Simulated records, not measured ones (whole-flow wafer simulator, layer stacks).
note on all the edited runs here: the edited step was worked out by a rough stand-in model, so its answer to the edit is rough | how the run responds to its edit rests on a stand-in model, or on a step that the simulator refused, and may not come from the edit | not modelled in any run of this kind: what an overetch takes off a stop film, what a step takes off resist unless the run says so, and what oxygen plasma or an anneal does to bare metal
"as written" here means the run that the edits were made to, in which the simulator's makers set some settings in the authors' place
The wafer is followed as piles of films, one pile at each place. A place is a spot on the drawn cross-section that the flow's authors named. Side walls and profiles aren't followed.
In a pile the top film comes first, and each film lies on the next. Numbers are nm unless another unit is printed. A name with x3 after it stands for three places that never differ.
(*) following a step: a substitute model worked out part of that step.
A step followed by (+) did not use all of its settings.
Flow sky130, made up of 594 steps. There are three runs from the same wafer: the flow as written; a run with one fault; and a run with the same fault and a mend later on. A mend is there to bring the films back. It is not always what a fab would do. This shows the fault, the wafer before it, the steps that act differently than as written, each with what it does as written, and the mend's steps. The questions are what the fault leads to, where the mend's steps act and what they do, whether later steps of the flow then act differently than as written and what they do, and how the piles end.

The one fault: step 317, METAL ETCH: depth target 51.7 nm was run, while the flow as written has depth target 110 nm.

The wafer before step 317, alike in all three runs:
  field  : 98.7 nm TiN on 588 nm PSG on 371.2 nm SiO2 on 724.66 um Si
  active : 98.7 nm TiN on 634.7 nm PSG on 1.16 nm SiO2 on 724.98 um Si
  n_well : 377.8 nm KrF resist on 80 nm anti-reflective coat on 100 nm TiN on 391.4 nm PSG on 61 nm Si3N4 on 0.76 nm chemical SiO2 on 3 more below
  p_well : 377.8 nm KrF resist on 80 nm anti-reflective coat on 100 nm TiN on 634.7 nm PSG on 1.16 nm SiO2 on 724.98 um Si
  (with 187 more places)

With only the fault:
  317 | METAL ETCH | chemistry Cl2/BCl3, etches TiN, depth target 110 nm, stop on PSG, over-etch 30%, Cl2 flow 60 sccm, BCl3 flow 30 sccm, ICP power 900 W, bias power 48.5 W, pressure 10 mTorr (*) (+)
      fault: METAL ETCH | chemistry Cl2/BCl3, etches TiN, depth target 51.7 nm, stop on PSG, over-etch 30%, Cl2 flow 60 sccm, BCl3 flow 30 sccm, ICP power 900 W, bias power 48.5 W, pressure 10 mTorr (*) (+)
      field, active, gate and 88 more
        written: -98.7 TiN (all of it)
        fault: -51.7 TiN
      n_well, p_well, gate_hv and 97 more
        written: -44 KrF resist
        fault: -20.7 KrF resist
  Later steps of the flow acting differently than as written (20 other steps are not shown; they differ only slightly, by no more than 2% or 0.5 nm, whichever is larger):
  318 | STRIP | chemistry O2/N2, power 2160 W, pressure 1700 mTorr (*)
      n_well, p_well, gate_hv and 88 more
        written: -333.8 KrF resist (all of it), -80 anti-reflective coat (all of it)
        fault: -357.1 KrF resist (all of it), -80 anti-reflective coat (all of it)
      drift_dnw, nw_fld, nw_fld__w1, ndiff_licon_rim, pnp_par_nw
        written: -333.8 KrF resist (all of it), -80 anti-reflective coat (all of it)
        fault: -357.2 KrF resist (all of it), -80 anti-reflective coat (all of it)
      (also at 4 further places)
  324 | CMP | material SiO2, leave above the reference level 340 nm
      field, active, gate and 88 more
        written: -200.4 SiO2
        fault: -247 SiO2
  By the end, the piles at field, active, gate and 90 more depart from the flow's by more than 2% or 0.5 nm, whichever is larger.
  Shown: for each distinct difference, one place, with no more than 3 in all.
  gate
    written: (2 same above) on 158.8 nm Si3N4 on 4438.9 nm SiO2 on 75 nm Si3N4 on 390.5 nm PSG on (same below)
    fault: (2 same above) on 158.8 nm Si3N4 on 4392.4 nm SiO2 on 75 nm Si3N4 on 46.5 nm TiN on 390.5 nm PSG on (same below)
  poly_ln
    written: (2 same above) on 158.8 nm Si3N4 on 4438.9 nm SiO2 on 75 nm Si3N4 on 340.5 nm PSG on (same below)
    fault: (2 same above) on 158.8 nm Si3N4 on 4392.4 nm SiO2 on 75 nm Si3N4 on 46.5 nm TiN on 340.5 nm PSG on (same below)
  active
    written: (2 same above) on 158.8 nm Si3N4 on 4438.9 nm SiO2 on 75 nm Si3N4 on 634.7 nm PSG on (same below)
    fault: (2 same above) on 158.8 nm Si3N4 on 4392.4 nm SiO2 on 75 nm Si3N4 on 46.5 nm TiN on 634.7 nm PSG on (same below)

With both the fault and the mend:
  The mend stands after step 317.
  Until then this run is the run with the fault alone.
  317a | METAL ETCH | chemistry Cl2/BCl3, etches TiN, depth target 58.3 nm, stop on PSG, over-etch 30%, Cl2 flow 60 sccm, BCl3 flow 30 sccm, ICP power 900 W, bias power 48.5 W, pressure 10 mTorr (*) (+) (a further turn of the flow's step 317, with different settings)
      n_well, p_well, gate_hv and 97 more
        -23.3 KrF resist
      field, active, gate and 88 more
        -47 TiN (all of it)
  None of the later steps of the flow acts differently than as written at any place that is followed.
  At every place that both follow, the piles at the end match the flow's.
